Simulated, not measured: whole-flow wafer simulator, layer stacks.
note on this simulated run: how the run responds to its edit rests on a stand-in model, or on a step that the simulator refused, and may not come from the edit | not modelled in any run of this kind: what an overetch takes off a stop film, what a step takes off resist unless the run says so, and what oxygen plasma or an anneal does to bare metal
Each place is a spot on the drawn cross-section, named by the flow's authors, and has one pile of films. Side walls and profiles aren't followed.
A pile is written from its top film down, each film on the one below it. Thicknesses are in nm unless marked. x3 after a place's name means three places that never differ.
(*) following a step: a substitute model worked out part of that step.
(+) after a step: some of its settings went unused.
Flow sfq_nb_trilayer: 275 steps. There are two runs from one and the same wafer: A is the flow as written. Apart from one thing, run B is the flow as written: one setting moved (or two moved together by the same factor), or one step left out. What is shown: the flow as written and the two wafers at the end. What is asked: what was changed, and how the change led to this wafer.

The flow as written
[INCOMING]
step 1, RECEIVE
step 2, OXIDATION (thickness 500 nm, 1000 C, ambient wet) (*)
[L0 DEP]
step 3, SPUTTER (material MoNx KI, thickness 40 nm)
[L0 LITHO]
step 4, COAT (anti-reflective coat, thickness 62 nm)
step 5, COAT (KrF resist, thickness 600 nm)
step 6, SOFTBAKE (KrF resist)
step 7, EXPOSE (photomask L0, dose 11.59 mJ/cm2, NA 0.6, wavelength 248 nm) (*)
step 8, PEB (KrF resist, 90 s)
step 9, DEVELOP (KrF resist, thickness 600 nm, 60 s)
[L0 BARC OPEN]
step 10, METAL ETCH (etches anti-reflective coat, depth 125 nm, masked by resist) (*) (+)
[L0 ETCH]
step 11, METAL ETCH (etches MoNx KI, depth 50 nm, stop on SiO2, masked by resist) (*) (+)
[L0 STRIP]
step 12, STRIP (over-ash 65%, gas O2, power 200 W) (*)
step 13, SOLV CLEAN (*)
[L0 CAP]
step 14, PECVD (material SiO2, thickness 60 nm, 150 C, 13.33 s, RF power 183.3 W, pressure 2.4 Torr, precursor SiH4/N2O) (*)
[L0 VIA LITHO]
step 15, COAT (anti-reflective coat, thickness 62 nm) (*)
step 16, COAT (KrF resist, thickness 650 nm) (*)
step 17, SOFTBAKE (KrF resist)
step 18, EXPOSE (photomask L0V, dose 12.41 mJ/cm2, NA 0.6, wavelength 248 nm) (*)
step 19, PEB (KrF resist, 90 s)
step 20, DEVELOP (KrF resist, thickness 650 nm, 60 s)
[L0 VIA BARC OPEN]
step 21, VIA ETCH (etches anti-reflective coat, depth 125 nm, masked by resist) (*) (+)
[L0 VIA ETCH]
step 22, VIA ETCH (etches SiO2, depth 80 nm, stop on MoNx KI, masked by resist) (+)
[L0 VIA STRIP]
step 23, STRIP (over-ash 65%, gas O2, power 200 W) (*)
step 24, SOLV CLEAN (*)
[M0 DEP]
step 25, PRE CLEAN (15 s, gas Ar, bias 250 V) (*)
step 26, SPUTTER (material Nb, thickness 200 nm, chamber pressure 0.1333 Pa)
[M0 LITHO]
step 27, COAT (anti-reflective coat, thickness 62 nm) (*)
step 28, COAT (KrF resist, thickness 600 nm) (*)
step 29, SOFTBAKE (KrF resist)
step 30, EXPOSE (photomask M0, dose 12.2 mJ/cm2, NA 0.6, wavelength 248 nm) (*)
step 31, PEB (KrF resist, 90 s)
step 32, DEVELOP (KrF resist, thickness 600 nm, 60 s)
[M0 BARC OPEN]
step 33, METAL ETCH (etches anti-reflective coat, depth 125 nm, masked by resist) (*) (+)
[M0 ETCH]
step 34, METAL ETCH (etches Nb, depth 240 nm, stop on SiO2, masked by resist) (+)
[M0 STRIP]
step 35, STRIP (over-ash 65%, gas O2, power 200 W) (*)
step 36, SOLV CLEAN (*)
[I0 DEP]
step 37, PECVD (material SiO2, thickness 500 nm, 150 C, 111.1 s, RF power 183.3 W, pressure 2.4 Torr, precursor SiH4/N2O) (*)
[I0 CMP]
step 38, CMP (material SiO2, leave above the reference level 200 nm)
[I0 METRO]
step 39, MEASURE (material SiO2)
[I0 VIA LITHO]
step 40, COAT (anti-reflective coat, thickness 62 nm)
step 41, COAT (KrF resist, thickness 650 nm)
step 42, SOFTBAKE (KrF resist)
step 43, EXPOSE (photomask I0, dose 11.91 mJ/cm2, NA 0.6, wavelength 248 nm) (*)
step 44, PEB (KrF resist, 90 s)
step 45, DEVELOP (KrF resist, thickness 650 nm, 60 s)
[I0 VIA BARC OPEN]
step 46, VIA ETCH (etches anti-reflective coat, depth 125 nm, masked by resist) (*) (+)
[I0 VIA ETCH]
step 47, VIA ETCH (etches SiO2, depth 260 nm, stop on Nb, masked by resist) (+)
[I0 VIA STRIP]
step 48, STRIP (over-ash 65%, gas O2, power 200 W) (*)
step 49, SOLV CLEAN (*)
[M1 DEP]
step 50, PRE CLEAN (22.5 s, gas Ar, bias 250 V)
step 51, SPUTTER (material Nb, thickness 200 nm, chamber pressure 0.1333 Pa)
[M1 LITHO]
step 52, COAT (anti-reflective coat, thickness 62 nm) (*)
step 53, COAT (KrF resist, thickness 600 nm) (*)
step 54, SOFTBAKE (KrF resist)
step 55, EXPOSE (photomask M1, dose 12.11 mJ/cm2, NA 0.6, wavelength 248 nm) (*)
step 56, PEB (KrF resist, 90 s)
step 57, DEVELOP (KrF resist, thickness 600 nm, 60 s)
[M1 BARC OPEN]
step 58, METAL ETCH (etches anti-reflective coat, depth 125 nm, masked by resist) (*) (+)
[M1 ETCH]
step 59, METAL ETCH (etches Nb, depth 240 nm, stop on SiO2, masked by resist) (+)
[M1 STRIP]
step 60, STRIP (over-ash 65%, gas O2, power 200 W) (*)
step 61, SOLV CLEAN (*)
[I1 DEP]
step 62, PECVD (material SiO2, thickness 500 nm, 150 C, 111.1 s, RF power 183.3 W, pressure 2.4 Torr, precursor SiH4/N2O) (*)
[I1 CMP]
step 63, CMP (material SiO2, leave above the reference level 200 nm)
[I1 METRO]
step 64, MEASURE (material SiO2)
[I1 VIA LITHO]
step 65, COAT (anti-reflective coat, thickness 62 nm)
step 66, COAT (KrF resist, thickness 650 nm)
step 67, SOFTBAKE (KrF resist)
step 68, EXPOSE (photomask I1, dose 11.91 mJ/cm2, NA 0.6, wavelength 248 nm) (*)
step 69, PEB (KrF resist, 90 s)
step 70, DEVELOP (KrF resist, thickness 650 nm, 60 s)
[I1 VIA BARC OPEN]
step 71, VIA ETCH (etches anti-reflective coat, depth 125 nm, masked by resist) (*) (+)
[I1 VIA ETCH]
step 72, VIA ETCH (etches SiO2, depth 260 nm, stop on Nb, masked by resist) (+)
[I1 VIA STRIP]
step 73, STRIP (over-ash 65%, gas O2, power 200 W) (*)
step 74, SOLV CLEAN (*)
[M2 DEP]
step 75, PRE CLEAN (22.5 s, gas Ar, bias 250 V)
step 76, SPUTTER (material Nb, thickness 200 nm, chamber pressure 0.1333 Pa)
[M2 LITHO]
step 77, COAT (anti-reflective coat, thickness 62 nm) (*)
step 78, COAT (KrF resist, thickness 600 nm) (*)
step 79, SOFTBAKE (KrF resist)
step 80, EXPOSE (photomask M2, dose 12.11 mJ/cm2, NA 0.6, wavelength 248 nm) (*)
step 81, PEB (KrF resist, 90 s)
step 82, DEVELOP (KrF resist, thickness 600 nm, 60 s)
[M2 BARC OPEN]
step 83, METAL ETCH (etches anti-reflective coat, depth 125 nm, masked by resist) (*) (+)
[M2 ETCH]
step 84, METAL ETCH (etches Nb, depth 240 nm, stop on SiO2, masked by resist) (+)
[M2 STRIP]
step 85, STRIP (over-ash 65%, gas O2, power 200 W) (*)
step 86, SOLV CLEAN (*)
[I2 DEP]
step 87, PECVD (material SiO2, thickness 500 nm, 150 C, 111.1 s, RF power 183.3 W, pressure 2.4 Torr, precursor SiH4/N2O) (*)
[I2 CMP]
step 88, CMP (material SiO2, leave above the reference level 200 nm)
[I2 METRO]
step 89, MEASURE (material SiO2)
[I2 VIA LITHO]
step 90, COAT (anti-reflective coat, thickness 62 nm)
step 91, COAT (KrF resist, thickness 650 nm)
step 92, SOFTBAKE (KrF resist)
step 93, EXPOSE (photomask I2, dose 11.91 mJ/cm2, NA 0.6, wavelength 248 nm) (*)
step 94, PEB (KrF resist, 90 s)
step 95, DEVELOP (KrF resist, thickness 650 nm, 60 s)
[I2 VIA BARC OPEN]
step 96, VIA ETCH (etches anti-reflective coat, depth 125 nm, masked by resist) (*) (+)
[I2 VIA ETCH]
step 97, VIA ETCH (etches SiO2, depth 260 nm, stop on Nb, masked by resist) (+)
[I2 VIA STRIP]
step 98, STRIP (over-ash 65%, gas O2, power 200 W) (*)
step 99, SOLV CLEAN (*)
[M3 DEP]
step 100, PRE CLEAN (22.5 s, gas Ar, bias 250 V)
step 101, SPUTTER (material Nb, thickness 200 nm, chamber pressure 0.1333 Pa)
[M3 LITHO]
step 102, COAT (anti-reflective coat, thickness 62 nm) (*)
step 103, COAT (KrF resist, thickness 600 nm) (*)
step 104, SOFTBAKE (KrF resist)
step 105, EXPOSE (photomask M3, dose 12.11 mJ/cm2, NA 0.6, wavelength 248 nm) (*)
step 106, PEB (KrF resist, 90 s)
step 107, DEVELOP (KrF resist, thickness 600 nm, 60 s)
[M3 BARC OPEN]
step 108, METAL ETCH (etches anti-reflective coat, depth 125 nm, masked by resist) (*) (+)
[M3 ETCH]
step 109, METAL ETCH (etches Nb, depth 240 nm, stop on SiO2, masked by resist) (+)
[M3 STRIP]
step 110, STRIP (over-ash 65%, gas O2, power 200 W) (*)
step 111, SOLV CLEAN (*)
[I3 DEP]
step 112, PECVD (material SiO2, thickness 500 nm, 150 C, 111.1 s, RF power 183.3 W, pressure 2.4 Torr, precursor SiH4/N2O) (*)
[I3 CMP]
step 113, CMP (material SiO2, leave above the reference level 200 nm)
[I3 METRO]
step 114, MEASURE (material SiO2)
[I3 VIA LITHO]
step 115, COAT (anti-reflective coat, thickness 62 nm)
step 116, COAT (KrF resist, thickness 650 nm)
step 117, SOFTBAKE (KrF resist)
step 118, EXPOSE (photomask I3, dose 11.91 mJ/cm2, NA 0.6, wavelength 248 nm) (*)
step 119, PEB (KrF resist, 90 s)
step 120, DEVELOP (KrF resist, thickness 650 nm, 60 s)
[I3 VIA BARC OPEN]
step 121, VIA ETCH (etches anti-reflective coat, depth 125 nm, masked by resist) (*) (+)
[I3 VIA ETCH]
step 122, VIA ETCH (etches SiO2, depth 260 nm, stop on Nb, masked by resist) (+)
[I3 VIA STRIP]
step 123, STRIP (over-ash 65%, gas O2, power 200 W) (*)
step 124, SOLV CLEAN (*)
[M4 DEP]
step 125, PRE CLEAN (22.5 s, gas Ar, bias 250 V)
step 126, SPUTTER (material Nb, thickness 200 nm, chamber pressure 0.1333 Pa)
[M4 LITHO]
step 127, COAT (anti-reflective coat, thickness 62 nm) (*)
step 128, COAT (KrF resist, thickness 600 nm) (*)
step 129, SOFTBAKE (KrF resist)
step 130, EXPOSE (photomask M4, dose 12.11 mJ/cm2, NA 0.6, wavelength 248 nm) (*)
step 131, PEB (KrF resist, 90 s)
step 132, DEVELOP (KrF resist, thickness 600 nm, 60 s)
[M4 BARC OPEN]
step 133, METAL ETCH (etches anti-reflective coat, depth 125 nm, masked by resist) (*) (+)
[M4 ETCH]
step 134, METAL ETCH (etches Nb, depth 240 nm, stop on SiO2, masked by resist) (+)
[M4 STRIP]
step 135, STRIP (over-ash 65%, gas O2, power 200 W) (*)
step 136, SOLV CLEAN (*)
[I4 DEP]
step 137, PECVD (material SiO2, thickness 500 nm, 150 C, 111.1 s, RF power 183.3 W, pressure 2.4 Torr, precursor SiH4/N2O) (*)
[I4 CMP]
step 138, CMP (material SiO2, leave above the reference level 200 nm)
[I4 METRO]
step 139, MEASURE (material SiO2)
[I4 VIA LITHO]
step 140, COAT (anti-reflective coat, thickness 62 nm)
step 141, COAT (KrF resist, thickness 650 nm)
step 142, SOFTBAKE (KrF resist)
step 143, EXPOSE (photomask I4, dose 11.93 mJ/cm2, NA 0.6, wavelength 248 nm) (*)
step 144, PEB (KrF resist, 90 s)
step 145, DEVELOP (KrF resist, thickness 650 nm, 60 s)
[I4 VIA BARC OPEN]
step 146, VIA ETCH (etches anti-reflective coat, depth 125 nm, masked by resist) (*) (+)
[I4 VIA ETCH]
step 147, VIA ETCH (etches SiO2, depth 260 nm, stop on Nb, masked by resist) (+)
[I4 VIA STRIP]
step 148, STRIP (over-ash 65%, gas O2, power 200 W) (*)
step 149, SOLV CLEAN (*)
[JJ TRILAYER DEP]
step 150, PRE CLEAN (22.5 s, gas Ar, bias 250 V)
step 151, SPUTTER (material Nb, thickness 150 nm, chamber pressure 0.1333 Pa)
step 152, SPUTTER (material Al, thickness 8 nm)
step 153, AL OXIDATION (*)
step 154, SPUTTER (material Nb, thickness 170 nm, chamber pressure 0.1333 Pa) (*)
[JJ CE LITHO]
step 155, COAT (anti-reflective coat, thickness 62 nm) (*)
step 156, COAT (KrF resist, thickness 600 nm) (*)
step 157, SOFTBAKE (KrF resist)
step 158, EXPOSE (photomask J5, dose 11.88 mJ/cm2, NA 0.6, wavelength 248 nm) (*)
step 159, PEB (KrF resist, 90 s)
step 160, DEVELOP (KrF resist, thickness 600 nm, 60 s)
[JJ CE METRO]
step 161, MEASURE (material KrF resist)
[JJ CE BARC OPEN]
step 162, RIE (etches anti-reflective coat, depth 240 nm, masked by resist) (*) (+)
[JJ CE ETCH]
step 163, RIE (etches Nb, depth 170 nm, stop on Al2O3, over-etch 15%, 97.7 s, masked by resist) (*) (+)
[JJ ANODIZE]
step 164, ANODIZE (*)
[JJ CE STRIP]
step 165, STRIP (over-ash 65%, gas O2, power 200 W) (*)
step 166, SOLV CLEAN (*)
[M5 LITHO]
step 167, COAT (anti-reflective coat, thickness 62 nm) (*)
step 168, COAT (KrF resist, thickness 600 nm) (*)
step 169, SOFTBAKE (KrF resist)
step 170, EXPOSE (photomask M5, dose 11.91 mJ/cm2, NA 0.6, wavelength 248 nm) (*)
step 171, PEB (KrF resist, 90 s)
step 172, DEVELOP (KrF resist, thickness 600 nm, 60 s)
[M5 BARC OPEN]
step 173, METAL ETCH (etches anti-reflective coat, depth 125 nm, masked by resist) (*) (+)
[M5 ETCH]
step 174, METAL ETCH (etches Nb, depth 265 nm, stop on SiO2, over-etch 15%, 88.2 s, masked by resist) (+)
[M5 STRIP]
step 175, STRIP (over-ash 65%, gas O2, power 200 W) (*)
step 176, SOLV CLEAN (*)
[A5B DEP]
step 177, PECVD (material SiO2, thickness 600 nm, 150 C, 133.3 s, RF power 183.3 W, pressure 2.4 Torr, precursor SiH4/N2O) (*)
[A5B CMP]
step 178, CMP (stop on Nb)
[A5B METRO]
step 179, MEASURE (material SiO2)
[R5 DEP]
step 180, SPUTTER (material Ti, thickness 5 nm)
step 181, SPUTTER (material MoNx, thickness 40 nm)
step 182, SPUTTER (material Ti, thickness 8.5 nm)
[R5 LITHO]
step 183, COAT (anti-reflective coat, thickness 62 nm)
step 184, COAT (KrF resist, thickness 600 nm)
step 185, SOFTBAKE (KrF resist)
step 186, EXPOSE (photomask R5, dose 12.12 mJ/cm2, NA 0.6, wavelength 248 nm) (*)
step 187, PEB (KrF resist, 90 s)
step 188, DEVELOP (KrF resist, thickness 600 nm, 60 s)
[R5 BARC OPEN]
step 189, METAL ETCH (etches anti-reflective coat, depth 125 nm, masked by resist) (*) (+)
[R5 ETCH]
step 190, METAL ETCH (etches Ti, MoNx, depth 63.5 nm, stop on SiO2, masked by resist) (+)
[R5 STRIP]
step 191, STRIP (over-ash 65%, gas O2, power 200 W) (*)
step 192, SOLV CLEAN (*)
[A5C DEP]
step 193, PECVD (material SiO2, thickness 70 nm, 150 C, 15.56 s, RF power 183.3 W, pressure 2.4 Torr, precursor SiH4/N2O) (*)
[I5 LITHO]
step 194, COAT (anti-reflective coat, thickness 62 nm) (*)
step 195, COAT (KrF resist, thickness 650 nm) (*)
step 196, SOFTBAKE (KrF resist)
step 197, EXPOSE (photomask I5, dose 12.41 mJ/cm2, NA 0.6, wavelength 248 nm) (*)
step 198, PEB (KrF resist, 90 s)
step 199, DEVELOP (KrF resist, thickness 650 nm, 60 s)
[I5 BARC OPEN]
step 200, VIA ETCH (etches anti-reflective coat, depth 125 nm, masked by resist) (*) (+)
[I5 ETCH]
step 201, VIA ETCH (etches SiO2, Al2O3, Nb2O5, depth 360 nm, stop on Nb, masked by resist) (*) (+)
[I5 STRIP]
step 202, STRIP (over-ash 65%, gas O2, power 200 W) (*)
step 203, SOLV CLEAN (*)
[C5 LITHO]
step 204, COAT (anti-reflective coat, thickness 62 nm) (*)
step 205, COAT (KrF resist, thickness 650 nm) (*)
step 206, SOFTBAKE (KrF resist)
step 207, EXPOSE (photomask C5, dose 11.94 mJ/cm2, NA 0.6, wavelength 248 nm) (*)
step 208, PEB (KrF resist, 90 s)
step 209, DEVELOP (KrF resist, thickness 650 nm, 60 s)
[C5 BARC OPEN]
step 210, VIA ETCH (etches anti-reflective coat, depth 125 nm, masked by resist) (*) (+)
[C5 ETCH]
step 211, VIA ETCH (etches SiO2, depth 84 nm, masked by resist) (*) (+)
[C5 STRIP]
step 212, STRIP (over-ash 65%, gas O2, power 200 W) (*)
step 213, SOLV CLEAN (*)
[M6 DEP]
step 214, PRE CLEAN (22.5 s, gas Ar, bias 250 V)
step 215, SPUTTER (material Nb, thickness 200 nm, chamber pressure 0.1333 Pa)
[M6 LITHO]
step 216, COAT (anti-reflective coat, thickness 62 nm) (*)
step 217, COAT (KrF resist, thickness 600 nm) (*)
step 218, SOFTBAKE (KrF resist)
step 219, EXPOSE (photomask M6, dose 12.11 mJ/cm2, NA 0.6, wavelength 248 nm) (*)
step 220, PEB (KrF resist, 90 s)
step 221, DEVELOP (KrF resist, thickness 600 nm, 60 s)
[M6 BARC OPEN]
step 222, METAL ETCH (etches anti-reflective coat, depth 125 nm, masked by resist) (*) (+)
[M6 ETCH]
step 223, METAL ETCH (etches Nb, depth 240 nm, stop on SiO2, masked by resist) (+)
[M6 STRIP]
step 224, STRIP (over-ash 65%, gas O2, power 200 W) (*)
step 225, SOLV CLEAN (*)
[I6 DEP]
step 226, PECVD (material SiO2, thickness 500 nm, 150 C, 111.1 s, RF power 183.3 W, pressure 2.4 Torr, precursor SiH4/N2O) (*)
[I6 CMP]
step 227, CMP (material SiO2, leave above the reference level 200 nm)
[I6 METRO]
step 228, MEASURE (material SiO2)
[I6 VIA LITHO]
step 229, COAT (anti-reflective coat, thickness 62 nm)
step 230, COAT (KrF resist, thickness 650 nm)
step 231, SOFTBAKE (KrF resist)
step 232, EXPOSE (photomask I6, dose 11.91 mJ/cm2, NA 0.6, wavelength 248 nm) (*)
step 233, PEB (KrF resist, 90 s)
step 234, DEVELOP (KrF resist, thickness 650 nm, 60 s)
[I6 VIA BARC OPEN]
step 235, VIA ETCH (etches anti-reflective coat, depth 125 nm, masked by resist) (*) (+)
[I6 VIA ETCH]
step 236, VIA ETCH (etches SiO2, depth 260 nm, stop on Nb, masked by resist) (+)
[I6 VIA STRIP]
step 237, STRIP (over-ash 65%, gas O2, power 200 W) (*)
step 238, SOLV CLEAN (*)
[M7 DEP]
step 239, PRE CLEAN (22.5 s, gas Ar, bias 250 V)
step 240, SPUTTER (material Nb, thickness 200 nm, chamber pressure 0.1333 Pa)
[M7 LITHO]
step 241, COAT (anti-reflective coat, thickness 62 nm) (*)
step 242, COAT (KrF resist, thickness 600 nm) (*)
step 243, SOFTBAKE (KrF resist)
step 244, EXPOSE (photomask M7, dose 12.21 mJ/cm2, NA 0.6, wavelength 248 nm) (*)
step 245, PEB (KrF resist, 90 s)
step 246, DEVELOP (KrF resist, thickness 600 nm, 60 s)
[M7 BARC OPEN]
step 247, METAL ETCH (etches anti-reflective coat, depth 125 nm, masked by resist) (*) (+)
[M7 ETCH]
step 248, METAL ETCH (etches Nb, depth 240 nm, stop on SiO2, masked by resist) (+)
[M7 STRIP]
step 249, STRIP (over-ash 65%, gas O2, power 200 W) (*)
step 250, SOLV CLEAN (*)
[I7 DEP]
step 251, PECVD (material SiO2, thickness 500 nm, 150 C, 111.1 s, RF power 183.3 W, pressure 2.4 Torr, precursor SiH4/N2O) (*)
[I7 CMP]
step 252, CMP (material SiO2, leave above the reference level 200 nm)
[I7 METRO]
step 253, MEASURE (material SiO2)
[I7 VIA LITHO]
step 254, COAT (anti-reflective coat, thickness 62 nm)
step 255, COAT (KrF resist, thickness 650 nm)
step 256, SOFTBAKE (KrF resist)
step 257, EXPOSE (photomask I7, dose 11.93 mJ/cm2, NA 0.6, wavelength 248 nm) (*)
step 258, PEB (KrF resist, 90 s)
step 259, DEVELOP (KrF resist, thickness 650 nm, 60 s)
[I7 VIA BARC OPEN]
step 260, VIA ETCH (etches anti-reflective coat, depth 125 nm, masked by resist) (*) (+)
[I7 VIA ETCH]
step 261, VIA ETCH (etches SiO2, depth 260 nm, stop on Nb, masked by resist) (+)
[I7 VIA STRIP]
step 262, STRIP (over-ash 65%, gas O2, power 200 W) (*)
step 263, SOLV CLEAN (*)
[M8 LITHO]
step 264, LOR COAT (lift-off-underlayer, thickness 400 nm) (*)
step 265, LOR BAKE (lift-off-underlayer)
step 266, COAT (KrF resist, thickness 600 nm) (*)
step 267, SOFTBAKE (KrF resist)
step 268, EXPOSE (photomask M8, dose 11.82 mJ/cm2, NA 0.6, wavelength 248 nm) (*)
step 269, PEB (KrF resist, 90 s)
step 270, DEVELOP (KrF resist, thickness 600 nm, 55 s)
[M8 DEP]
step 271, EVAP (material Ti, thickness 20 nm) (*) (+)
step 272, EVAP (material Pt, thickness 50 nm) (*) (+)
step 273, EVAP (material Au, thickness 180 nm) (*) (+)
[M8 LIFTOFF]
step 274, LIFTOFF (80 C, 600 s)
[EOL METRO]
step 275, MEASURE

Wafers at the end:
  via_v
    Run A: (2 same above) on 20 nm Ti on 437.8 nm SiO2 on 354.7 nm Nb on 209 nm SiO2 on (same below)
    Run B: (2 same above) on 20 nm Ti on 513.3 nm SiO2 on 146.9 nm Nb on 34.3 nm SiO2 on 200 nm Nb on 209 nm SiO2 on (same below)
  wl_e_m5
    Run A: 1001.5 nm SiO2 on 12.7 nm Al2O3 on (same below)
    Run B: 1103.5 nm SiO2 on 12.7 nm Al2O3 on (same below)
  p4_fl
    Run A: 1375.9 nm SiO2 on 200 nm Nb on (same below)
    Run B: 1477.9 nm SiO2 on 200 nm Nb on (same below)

What caused this: step 227, CMP: leave above the reference level 302 nm was run, whereas the flow has leave above the reference level 200 nm.

The path from the change to this, step by step:
  step 227, CMP (material SiO2, leave above the reference level 200 nm)
      field_l, p4_fl, p4_fm and 59 more: A SiO2 loses 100 | B nothing
      moat, field_r, lsp_l, ln_m5, lsp_m: A SiO2 loses 93.6 | B nothing
      (and at 39 other places as well)
  step 229, COAT (anti-reflective coat, thickness 62 nm)
      moat, l0v: A anti-reflective coat gains 62 (new film) | B anti-reflective coat gains 63.5 (new film)
      r_end: A anti-reflective coat gains 62 (new film) | B anti-reflective coat gains 60.4 (new film)
      (and at 3 other places as well)
  step 236, VIA ETCH (etches SiO2, depth 260 nm, stop on Nb, masked by resist) (+)
      via_v: A SiO2 loses 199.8 (all of it) | B SiO2 loses 260
  step 237, STRIP (over-ash 65%, gas O2, power 200 W) (*)
      r_end: A KrF resist loses 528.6 (all of it), anti-reflective coat loses 62 (all of it) | B KrF resist loses 527.4 (all of it), anti-reflective coat loses 60.4 (all of it)
      moat: A KrF resist loses 528.6 (all of it), anti-reflective coat loses 62 (all of it) | B KrF resist loses 531.4 (all of it), anti-reflective coat loses 63.5 (all of it)
      (and at 4 other places as well)
  step 239, PRE CLEAN (22.5 s, gas Ar, bias 250 V)
      via_v: A Nb loses 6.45 | B SiO2 loses 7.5
  step 240, SPUTTER (material Nb, thickness 200 nm, chamber pressure 0.1333 Pa)
      via_v: A Nb gains 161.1 | B Nb gains 146.9 (new film)
  step 241, COAT (anti-reflective coat, thickness 62 nm) (*)
      via_sp: A anti-reflective coat gains 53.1 (new film) | B anti-reflective coat gains 49.8 (new film)
      via_v: A anti-reflective coat gains 126 (new film) | B anti-reflective coat gains 129.1 (new film)
      (and at 5 other places as well)
  step 242, COAT (KrF resist, thickness 600 nm) (*)
      via_v: A KrF resist gains 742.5 (new film) | B KrF resist gains 801.2 (new film)
  step 247, METAL ETCH (etches anti-reflective coat, depth 125 nm, masked by resist) (*) (+)
      l0v: A anti-reflective coat loses 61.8 (all of it) | B anti-reflective coat loses 63.1 (all of it)
  step 249, STRIP (over-ash 65%, gas O2, power 200 W) (*)
      via_sp: A KrF resist loses 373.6 (all of it), anti-reflective coat loses 53.1 (all of it) | B KrF resist loses 368.9 (all of it), anti-reflective coat loses 49.8 (all of it)
      via_v: A KrF resist loses 524.5 (all of it), anti-reflective coat loses 126 (all of it) | B KrF resist loses 583 (all of it), anti-reflective coat loses 129.1 (all of it)
      (and at 4 other places as well)
  step 251, PECVD (material SiO2, thickness 500 nm, 150 C, 111.1 s, RF power 183.3 W, pressure 2.4 Torr, precursor SiH4/N2O) (*)
      via_v: A SiO2 gains 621 (new film) | B SiO2 gains 670.3 (new film)
  step 252, CMP (material SiO2, leave above the reference level 200 nm)
      moat, ln_m5, lsp_m: A SiO2 loses 300 | B SiO2 loses 291.6
      field_r, lsp_l: A SiO2 loses 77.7 | B SiO2 loses 69.3
      (and at 4 other places as well)
With metal films that touch counted as one body, via_v has 7 bodies (between them, from the top down: SiO2 513.3; SiO2 34.3; SiO2 209 / Al2O3 12.7 / Nb2O5 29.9; SiO2 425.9; SiO2 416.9; SiO2 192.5); the flow as written gives 6 bodies (between them, from the top down: SiO2 437.8; SiO2 209 / Al2O3 12.7 / Nb2O5 29.9; SiO2 425.9; SiO2 416.9; SiO2 192.5).
